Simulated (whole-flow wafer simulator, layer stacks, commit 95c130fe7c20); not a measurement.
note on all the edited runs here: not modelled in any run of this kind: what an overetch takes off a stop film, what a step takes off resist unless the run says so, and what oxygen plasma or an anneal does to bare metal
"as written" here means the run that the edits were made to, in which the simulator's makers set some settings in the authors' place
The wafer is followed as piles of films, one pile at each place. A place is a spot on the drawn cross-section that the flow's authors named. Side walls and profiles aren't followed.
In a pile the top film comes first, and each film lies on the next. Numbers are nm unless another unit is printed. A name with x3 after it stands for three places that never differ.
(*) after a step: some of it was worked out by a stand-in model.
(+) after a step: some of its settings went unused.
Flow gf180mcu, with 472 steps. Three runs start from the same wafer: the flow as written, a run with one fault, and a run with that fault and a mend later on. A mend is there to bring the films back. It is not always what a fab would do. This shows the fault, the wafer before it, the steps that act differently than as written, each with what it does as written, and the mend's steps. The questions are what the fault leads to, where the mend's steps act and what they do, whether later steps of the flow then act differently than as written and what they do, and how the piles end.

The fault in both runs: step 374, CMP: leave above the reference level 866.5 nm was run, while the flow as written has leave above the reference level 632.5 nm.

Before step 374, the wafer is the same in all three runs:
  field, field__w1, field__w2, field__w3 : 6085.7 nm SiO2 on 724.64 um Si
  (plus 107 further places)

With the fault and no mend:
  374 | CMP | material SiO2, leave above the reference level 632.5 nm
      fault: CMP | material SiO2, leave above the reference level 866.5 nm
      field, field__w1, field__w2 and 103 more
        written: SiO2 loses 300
        fault: SiO2 loses 66
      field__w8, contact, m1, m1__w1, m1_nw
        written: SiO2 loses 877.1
        fault: SiO2 loses 643.1
  Later steps of the flow acting differently than as written:
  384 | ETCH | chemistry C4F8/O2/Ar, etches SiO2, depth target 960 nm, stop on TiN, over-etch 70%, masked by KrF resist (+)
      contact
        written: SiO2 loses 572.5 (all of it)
        fault: SiO2 loses 806.5 (all of it)
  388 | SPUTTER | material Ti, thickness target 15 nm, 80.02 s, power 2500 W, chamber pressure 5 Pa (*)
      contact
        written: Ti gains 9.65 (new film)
        fault: Ti gains 8.43 (new film)
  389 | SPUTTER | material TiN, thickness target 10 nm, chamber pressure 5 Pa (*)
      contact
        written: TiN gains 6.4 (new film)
        fault: TiN gains 5.59 (new film)
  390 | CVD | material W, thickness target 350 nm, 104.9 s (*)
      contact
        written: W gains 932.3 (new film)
        fault: W gains 1168.3 (new film)
  The piles end different from the flow's at field, field__w1, field__w2 and 109 more by more than 2% or 0.5 nm, whichever is larger.
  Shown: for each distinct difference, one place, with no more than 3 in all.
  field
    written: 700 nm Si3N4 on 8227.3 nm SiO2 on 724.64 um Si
    fault: 700 nm Si3N4 on 8461.3 nm SiO2 on 724.64 um Si
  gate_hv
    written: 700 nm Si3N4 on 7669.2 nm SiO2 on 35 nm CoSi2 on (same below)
    fault: 700 nm Si3N4 on 7903.2 nm SiO2 on 35 nm CoSi2 on (same below)
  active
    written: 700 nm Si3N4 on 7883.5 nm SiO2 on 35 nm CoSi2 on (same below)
    fault: 700 nm Si3N4 on 8117.5 nm SiO2 on 35 nm CoSi2 on (same below)

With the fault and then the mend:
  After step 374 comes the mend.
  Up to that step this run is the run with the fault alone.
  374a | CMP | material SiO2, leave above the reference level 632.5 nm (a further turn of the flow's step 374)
      field, field__w1, field__w2 and 108 more
        SiO2 loses 234
  None of the later steps of the flow acts differently than as written at any place that is followed.
  At every place that both follow, the piles at the end match the flow's.
